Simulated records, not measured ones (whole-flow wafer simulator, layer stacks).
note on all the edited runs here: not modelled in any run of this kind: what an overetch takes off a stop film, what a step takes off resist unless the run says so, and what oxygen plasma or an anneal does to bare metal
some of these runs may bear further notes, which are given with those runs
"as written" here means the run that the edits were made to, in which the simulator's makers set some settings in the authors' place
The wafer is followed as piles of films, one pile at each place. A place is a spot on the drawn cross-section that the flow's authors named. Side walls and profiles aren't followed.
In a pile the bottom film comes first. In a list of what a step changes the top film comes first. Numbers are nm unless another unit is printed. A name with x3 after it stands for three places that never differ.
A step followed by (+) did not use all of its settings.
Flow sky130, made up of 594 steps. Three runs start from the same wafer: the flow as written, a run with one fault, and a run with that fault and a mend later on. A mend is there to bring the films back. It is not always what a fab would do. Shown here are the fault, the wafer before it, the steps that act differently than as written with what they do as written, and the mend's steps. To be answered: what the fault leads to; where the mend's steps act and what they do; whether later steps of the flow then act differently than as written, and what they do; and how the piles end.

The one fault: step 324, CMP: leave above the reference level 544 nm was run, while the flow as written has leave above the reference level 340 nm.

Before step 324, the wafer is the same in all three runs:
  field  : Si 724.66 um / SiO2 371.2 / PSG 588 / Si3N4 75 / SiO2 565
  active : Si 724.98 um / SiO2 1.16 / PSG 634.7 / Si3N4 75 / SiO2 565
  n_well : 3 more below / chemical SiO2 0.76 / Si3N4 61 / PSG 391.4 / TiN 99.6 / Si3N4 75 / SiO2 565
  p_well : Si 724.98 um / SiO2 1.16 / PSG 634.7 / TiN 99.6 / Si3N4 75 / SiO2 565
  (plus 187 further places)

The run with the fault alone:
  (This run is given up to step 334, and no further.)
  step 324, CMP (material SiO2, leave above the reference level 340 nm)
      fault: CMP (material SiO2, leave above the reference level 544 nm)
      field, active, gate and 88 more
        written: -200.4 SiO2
        fault: nothing
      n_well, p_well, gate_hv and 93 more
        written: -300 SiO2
        fault: -96 SiO2
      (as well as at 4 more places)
  Steps further on in the flow that do not act as written (3 more steps, not shown, differ only slightly: by at most 2% or 0.5 nm, whichever is larger):
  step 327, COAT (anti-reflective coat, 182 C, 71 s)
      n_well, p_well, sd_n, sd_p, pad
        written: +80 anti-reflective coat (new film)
        fault: +76.4 anti-reflective coat (new film)
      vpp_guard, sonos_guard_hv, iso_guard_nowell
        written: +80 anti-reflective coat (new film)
        fault: +81.7 anti-reflective coat (new film)
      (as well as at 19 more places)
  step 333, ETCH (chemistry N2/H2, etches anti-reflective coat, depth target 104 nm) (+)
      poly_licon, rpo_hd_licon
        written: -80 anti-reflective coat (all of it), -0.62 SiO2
        fault: -77.2 anti-reflective coat (all of it), -0.69 SiO2
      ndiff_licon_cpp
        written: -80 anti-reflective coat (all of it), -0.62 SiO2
        fault: -76.9 anti-reflective coat (all of it), -0.7 SiO2
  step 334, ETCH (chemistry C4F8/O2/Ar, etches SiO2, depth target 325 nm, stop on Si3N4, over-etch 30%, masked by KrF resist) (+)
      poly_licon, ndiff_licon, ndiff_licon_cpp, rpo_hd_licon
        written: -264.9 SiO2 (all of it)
        fault: -325 SiO2
  Once step 334 is done, the piles at field, active, n_well and 188 more depart from the flow's by more than 2% or 0.5 nm, whichever is larger.
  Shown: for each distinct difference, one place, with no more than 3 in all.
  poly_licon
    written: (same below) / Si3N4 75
    fault: (same below) / Si3N4 75 / SiO2 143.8
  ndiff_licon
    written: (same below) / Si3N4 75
    fault: (same below) / Si3N4 75 / SiO2 143.9
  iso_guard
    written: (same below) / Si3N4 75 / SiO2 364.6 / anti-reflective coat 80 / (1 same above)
    fault: (same below) / Si3N4 75 / SiO2 565 / anti-reflective coat 80 / (1 same above)

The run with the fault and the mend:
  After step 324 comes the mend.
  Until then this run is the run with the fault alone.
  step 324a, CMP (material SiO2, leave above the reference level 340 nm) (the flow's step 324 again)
      n_well, p_well, gate_hv and 97 more
        -204 SiO2
      field, active, gate and 88 more
        -200.4 SiO2
  Every later step of the flow that is run acts as written at every place that is followed.
  By the end, the piles equal the flow's at every place that both follow.
